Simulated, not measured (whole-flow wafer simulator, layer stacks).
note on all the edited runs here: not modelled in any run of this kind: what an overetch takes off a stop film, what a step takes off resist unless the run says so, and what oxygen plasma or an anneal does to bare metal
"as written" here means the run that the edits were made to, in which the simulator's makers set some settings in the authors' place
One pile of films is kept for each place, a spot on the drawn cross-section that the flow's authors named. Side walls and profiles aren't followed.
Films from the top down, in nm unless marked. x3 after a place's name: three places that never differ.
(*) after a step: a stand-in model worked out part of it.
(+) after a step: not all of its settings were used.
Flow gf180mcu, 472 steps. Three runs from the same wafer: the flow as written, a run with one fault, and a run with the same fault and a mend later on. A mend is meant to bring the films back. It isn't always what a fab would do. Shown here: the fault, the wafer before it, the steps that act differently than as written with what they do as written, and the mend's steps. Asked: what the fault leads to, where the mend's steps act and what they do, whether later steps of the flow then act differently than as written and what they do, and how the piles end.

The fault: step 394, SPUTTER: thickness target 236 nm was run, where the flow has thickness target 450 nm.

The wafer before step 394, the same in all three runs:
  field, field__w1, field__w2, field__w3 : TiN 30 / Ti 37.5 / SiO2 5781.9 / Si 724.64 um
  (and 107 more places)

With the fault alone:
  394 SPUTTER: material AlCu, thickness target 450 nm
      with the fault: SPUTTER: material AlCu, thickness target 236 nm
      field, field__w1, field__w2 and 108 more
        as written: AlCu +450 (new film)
        with the fault: AlCu +236 (new film)
  Later steps of the flow that act differently than as written (1 more step differs only slightly, by at most 2% or 0.5 nm, whichever is larger, and isn't shown):
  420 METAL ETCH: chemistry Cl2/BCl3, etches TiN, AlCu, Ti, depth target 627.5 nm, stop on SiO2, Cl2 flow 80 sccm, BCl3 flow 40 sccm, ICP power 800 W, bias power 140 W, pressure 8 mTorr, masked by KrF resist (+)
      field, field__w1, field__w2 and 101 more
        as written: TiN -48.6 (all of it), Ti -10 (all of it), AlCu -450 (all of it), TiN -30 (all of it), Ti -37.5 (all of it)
        with the fault: TiN -48.6 (all of it), Ti -10 (all of it), AlCu -236 (all of it), TiN -30 (all of it), Ti -37.5 (all of it)
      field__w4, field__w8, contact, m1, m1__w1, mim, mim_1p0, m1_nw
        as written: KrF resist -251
        with the fault: KrF resist -217.2
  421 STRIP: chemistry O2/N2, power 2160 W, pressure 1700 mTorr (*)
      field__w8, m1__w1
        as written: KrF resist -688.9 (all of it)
        with the fault: KrF resist -722.6 (all of it)
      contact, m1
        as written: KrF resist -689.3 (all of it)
        with the fault: KrF resist -723.1 (all of it)
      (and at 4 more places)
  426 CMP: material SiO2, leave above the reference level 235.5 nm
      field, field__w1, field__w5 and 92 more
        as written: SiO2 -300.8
        with the fault: SiO2 -514.8
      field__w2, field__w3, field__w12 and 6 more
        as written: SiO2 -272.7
        with the fault: SiO2 -496.4
  At the end the piles differ from the flow's by more than 2% or 0.5 nm, whichever is larger, at field, field__w1, field__w2 and 109 more.
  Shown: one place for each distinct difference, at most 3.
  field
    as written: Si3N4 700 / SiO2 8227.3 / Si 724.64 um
    with the fault: Si3N4 700 / SiO2 8013.3 / Si 724.64 um
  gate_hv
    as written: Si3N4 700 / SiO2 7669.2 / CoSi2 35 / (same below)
    with the fault: Si3N4 700 / SiO2 7455.2 / CoSi2 35 / (same below)
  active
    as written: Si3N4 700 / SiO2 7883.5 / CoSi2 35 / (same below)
    with the fault: Si3N4 700 / SiO2 7669.5 / CoSi2 35 / (same below)

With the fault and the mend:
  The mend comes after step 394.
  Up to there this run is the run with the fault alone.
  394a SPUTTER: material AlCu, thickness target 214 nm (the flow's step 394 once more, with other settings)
      field, field__w1, field__w2 and 108 more
        AlCu +214
  No later step of the flow acts differently than as written at any place that is followed.
  At the end the piles are the same as the flow's at every place that both follow.
